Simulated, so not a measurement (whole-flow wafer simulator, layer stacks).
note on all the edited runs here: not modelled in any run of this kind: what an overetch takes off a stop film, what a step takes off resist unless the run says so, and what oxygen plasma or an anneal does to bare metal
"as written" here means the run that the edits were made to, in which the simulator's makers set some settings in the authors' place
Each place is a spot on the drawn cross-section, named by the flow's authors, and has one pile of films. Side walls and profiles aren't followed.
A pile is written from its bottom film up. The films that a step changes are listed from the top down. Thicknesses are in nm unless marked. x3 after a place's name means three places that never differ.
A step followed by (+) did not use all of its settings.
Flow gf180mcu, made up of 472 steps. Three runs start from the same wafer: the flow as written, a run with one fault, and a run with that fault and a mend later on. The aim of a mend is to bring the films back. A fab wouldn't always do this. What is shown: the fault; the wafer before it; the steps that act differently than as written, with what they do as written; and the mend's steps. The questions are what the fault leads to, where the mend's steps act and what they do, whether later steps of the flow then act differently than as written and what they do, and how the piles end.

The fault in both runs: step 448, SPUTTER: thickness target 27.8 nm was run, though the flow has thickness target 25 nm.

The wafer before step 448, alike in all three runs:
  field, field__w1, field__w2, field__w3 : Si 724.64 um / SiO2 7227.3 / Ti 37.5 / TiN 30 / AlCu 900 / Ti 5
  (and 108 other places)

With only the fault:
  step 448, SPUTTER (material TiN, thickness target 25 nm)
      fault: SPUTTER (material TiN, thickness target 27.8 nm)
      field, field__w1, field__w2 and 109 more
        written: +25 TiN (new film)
        fault: +27.8 TiN (new film)
  Later steps of the flow acting differently than as written (5 other steps are not shown; they differ only slightly, by no more than 2% or 0.5 nm, whichever is larger):
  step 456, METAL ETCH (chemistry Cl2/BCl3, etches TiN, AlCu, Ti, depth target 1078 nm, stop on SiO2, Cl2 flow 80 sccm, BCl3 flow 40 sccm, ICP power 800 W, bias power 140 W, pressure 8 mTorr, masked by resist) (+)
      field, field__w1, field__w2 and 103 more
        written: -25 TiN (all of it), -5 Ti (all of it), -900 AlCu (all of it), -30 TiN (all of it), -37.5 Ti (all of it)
        fault: -27.8 TiN (all of it), -5 Ti (all of it), -900 AlCu (all of it), -30 TiN (all of it), -37.5 Ti (all of it)
  By the end, the piles at field__w8, contact, m1, m1__w1, pad, m1_nw depart from the flow's by more than 2% or 0.5 nm, whichever is larger.
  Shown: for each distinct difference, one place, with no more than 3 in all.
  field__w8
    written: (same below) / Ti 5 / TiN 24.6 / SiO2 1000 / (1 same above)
    fault: (same below) / Ti 5 / TiN 27.4 / SiO2 1000 / (1 same above)
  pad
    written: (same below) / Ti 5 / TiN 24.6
    fault: (same below) / Ti 5 / TiN 27.4

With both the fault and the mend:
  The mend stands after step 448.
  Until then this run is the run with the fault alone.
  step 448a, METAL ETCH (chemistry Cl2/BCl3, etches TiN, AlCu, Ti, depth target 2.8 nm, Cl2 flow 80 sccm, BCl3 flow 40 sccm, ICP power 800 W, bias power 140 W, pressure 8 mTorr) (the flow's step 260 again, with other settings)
      field, field__w1, field__w2 and 109 more
        -2.8 TiN
  Every later step of the flow that is run acts as written at every place that is followed.
  The piles end the same as the flow's at every place that both follow.
